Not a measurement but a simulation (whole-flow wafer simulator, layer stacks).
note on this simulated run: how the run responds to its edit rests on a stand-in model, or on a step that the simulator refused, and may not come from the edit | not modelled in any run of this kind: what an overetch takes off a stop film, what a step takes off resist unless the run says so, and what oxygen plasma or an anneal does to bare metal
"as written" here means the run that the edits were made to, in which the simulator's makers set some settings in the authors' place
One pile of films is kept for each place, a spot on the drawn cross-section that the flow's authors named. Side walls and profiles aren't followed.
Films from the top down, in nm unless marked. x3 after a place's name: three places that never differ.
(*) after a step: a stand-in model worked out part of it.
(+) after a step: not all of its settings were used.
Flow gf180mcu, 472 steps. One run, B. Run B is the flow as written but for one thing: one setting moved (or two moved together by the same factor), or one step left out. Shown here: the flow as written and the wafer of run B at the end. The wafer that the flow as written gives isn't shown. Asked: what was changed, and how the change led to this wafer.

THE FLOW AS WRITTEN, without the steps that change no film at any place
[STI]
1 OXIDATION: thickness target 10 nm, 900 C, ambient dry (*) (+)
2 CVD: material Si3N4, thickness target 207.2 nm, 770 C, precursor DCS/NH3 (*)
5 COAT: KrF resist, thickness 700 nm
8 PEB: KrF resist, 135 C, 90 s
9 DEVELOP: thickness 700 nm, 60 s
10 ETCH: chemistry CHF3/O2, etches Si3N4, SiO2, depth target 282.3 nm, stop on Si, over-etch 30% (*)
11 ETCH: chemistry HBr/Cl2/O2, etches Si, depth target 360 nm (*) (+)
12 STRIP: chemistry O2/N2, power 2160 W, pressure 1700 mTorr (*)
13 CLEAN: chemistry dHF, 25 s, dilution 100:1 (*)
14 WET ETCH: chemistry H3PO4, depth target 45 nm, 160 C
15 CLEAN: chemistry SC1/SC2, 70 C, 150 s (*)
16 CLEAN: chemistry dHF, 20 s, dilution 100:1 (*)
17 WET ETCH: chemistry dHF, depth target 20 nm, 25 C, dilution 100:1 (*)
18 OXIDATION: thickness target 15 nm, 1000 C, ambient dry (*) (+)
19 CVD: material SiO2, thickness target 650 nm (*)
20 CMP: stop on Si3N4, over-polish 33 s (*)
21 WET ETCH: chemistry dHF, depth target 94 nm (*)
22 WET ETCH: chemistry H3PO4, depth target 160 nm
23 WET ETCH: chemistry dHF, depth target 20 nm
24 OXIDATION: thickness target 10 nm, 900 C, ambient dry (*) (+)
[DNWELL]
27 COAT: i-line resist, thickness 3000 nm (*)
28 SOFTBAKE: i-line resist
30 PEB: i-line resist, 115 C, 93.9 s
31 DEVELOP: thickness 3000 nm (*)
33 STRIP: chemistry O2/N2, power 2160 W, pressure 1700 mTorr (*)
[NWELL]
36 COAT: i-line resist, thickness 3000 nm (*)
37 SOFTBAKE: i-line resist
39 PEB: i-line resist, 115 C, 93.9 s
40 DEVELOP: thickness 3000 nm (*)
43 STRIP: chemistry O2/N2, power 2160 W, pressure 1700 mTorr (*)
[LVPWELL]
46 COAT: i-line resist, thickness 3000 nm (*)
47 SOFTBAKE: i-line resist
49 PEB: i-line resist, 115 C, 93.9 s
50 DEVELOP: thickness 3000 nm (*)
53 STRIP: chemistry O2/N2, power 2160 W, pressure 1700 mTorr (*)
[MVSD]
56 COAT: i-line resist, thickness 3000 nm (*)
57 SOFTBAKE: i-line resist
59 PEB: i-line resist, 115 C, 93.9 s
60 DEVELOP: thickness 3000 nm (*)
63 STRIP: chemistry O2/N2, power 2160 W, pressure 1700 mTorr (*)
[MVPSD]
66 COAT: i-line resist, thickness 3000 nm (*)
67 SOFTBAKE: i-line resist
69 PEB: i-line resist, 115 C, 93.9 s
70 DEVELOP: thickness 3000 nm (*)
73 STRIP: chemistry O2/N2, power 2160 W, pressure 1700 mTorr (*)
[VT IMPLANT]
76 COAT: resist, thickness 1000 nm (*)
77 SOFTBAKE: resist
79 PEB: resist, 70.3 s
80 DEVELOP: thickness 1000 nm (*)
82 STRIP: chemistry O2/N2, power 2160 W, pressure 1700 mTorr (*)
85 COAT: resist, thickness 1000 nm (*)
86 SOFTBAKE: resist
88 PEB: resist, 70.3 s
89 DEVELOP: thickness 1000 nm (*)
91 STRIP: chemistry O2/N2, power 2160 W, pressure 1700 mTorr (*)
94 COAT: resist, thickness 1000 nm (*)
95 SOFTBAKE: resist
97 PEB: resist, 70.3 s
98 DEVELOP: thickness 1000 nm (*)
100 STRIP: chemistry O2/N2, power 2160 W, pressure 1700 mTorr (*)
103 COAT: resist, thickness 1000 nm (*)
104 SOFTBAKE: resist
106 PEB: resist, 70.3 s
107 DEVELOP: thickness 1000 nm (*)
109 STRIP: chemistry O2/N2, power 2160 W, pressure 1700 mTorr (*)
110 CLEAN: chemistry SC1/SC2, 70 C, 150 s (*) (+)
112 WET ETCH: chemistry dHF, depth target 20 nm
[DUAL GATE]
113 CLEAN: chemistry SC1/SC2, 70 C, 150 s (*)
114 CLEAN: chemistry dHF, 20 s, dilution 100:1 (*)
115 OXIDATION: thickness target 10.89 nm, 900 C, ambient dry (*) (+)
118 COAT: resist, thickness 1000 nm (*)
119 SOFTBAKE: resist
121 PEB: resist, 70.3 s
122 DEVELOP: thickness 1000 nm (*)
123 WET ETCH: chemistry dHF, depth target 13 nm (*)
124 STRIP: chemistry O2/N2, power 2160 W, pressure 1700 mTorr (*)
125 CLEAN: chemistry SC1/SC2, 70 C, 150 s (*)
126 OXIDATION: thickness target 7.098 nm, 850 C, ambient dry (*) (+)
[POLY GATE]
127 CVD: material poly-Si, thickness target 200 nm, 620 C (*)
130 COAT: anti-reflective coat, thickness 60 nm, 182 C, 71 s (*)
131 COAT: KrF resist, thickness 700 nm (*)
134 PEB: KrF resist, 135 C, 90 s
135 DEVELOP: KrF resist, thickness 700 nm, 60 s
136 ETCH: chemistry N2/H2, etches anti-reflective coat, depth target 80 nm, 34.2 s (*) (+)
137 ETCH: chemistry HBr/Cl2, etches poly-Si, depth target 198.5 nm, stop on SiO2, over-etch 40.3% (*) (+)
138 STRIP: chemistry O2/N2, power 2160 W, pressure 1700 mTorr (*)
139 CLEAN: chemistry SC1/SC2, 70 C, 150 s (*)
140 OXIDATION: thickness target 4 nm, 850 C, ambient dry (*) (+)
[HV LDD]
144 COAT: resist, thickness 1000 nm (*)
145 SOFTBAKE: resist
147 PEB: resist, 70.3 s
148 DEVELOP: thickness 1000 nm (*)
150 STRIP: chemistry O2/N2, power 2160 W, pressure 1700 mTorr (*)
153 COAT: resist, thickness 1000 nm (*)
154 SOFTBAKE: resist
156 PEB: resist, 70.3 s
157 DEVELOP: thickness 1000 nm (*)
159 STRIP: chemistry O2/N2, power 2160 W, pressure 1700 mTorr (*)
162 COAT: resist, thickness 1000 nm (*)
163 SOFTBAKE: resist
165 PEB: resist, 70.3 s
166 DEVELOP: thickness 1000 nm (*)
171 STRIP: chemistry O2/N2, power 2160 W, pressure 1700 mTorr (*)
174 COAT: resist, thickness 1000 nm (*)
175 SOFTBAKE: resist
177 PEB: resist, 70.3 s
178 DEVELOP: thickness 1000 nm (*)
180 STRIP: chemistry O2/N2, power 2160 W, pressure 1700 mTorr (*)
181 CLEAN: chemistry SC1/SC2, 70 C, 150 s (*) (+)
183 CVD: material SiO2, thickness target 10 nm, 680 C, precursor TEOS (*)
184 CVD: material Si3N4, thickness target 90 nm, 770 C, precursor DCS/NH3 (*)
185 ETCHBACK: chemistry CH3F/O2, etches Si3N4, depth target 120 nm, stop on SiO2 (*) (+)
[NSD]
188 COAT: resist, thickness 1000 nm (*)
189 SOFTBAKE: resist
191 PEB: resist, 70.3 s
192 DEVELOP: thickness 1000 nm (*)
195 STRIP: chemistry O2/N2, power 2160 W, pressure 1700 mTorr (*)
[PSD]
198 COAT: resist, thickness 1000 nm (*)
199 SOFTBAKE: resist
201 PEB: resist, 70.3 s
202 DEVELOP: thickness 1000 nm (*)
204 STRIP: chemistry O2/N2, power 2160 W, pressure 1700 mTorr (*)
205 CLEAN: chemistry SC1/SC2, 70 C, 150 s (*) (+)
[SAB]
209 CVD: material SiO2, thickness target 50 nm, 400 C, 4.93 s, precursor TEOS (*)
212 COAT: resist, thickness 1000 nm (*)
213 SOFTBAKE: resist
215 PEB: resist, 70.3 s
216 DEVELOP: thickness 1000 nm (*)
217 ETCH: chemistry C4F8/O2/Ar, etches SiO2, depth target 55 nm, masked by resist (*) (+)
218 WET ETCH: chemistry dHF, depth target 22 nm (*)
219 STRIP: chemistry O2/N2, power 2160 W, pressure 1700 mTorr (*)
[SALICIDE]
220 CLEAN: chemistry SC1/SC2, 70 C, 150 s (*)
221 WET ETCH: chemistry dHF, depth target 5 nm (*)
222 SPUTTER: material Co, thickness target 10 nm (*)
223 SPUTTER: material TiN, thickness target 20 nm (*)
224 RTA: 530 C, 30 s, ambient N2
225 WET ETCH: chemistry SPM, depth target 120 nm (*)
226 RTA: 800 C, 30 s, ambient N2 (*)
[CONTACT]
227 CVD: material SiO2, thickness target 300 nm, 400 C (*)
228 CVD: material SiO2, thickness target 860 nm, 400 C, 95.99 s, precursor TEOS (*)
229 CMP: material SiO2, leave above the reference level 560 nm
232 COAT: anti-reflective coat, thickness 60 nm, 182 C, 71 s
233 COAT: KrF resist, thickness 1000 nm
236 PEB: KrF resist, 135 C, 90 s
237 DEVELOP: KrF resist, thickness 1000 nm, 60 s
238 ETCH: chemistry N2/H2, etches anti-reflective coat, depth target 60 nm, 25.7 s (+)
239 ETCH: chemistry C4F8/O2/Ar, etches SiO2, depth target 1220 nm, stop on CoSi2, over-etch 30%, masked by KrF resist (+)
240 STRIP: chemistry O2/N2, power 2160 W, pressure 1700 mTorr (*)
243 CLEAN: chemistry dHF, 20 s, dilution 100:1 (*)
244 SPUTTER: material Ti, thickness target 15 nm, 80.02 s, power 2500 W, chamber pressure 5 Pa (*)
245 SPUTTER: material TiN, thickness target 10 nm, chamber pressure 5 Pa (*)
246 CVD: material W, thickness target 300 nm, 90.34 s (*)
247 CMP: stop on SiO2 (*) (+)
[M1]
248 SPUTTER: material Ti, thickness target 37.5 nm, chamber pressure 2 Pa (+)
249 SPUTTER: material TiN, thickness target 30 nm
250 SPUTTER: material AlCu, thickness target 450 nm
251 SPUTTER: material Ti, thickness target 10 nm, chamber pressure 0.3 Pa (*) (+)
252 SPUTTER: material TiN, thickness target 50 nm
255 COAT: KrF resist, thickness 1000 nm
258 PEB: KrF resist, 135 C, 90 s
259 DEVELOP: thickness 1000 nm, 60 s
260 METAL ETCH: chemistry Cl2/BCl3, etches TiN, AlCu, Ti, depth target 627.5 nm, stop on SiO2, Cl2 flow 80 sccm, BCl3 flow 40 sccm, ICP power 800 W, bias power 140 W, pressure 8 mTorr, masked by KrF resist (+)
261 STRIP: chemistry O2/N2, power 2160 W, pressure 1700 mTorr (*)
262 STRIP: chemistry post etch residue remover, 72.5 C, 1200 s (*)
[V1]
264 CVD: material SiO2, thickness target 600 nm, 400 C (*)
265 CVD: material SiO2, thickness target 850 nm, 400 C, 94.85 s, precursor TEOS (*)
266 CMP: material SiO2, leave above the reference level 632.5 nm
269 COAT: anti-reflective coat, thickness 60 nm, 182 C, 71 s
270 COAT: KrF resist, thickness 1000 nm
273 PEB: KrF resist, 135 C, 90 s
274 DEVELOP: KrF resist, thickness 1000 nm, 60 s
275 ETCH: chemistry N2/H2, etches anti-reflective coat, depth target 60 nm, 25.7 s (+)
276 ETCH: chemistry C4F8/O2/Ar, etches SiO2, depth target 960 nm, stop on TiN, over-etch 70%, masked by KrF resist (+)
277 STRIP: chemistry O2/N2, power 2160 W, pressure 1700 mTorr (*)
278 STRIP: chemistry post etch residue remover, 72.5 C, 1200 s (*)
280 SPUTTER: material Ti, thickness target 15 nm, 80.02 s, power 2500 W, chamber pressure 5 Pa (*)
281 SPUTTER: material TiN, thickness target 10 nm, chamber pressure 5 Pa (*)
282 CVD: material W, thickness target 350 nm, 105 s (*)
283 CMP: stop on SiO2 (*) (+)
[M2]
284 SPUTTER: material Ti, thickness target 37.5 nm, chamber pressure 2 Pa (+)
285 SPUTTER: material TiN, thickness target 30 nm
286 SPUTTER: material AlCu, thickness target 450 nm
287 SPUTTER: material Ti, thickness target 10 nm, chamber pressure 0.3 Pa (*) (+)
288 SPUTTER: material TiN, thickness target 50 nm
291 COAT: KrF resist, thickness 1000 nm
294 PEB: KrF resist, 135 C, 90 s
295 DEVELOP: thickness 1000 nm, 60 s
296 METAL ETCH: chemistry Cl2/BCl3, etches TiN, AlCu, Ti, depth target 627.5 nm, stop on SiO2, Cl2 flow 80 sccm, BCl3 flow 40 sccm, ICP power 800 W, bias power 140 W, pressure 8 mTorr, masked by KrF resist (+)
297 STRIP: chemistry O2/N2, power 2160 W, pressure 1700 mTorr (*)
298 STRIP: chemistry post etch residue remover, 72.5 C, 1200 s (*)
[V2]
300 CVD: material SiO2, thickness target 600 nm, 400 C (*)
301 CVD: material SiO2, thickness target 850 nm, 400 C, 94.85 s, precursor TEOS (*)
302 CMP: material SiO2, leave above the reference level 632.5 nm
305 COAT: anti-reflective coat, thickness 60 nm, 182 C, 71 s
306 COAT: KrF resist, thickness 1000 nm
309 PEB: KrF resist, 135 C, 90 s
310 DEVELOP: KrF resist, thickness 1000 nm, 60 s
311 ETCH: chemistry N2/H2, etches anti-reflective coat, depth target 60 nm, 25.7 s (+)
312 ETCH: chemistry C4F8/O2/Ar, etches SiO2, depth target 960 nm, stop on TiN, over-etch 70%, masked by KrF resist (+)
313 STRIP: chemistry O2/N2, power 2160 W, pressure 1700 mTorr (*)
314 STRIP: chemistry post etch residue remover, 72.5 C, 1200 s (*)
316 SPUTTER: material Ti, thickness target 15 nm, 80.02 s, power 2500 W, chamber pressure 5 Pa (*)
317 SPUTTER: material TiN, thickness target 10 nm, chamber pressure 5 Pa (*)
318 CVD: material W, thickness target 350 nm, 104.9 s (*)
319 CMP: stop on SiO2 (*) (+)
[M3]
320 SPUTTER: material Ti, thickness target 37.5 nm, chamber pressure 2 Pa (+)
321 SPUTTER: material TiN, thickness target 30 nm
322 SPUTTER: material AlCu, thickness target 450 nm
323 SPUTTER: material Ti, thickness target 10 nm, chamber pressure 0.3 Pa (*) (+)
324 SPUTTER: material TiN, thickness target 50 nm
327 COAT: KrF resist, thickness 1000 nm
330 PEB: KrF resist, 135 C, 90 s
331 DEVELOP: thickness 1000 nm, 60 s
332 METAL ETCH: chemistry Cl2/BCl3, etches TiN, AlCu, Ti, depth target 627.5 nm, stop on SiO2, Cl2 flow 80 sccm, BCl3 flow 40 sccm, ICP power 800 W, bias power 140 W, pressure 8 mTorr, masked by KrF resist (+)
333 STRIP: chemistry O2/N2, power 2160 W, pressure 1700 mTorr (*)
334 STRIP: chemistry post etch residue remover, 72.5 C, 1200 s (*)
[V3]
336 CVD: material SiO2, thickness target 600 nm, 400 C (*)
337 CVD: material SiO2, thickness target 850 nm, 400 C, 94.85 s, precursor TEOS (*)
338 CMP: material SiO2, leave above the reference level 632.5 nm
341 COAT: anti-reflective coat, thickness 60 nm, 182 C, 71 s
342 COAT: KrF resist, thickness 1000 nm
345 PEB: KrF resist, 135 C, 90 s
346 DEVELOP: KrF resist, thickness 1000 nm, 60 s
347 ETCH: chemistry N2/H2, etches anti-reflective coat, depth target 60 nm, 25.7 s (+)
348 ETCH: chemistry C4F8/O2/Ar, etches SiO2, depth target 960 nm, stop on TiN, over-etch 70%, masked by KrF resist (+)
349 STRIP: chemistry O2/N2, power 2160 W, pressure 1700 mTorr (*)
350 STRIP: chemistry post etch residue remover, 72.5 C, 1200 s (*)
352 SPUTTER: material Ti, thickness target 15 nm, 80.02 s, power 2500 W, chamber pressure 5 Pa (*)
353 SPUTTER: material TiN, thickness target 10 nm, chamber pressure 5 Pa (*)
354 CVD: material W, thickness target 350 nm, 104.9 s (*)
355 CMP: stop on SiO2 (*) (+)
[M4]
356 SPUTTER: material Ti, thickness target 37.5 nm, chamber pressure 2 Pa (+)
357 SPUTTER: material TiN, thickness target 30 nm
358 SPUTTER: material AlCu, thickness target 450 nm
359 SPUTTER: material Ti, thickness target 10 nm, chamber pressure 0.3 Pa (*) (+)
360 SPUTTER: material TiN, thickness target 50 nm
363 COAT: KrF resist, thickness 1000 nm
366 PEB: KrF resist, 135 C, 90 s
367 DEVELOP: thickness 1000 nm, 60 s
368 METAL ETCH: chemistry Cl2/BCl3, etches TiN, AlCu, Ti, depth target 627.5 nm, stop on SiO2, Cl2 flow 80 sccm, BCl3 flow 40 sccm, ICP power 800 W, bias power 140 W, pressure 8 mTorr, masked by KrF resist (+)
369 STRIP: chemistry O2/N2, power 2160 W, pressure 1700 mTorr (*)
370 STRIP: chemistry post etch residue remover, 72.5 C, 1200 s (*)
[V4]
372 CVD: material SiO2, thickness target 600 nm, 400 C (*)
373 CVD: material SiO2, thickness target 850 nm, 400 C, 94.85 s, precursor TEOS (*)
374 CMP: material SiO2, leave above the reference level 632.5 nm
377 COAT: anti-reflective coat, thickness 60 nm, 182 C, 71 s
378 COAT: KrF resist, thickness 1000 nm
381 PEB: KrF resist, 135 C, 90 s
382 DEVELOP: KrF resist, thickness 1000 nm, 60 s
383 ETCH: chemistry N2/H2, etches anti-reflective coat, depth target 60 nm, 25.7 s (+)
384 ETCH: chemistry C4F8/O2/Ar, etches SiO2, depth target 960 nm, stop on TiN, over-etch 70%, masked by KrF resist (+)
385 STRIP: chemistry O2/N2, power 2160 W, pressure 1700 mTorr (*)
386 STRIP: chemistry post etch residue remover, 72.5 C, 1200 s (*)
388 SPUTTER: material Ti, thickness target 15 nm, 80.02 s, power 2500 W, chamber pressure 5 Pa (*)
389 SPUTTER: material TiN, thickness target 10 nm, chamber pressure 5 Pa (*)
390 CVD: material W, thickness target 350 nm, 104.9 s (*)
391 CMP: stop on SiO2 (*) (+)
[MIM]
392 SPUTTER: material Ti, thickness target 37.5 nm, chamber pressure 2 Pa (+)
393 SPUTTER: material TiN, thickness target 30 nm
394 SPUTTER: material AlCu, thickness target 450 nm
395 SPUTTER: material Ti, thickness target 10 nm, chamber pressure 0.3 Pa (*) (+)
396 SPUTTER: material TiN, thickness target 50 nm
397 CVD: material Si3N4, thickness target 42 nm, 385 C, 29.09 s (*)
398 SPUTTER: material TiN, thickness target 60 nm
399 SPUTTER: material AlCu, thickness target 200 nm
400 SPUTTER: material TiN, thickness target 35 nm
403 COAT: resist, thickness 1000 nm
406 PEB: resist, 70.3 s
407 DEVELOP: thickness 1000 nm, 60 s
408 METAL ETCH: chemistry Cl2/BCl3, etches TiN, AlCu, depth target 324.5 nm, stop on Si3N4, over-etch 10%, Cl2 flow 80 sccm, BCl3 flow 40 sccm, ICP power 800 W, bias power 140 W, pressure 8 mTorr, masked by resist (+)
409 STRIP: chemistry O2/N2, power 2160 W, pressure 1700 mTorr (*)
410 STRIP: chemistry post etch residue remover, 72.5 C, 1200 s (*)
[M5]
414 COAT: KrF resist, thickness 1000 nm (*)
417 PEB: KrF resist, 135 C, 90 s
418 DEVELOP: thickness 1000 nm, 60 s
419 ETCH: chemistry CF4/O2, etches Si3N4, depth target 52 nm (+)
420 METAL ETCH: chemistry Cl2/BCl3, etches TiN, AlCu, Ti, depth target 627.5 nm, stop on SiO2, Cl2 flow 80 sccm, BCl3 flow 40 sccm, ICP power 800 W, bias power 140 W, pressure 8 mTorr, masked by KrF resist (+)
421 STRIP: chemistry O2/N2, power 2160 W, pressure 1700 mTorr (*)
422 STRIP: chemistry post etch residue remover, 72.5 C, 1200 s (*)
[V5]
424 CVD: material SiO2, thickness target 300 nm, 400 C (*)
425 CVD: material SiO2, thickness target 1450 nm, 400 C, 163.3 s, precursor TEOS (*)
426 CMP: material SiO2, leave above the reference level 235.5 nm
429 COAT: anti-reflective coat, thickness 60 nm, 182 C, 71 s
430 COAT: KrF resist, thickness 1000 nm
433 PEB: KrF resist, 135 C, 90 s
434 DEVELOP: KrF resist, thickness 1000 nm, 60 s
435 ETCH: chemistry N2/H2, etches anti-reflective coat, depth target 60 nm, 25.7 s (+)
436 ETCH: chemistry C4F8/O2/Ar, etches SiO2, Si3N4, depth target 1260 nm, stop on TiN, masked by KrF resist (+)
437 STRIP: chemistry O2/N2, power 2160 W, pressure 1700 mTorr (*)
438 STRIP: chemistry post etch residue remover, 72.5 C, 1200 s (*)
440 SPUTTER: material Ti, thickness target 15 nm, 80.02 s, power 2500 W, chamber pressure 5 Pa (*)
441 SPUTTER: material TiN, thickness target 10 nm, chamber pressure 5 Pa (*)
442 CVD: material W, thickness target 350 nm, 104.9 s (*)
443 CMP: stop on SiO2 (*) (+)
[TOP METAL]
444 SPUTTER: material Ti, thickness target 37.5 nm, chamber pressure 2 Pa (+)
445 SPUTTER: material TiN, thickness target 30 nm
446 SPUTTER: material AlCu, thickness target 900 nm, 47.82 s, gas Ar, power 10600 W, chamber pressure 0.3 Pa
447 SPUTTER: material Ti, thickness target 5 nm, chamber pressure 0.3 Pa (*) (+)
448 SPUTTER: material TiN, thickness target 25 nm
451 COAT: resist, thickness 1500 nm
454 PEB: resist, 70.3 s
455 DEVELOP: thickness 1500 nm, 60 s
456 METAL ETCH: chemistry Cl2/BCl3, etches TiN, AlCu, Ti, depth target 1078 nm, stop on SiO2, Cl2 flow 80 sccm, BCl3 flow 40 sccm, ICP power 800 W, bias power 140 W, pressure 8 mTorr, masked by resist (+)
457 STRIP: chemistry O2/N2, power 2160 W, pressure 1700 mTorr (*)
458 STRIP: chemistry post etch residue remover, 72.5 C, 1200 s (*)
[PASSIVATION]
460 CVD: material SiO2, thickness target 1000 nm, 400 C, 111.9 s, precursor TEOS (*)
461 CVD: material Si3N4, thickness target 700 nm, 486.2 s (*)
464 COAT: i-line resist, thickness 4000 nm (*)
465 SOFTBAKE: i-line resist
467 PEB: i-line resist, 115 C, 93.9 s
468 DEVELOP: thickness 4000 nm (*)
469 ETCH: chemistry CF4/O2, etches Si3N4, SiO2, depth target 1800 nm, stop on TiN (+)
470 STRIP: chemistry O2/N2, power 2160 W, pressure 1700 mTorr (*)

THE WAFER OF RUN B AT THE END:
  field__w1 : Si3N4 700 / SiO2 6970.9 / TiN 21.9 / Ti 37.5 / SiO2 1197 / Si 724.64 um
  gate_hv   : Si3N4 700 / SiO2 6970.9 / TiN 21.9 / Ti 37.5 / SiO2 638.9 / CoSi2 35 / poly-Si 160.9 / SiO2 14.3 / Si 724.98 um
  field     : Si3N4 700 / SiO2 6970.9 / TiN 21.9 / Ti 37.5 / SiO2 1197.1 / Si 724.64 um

The cause: step 260, METAL ETCH: depth target 517.7 nm was run, where the flow has depth target 627.5 nm.

How the change led to this, step by step:
  260 METAL ETCH: chemistry Cl2/BCl3, etches TiN, AlCu, Ti, depth target 627.5 nm, stop on SiO2, Cl2 flow 80 sccm, BCl3 flow 40 sccm, ICP power 800 W, bias power 140 W, pressure 8 mTorr, masked by KrF resist (+)
      field, field__w1, field__w2 and 99 more: TiN -50 (all of it), Ti -10 (all of it), AlCu -450 (all of it), TiN -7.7 (as written it would be: TiN -50 (all of it), Ti -10 (all of it), AlCu -450 (all of it), TiN -30 (all of it), Ti -37.5 (all of it))
      field__w8, contact, m1 and 6 more: KrF resist -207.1 (as written it would be: KrF resist -251)
  261 STRIP: chemistry O2/N2, power 2160 W, pressure 1700 mTorr (*)
      field__w8, contact, m1 and 6 more: KrF resist -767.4 (all of it) (as written it would be: KrF resist -723.5 (all of it))
  264 CVD: material SiO2, thickness target 600 nm, 400 C (*)
      field, field__w1, field__w2 and 99 more: SiO2 +600 (new film) (as written it would be: SiO2 +600)
  266 CMP: material SiO2, leave above the reference level 632.5 nm
      field, field__w1, field__w2 and 99 more: SiO2 -359.4 (as written it would be: SiO2 -300)
Counting metal films that touch as one body, field__w1 has 1 body; the flow as written gives 0 bodies.
Counting metal films that touch as one body, gate_hv has 2 bodies (between them, from the top down: SiO2 638.9); the flow as written gives 1 body.
Counting metal films that touch as one body, field has 1 body; the flow as written gives 0 bodies.
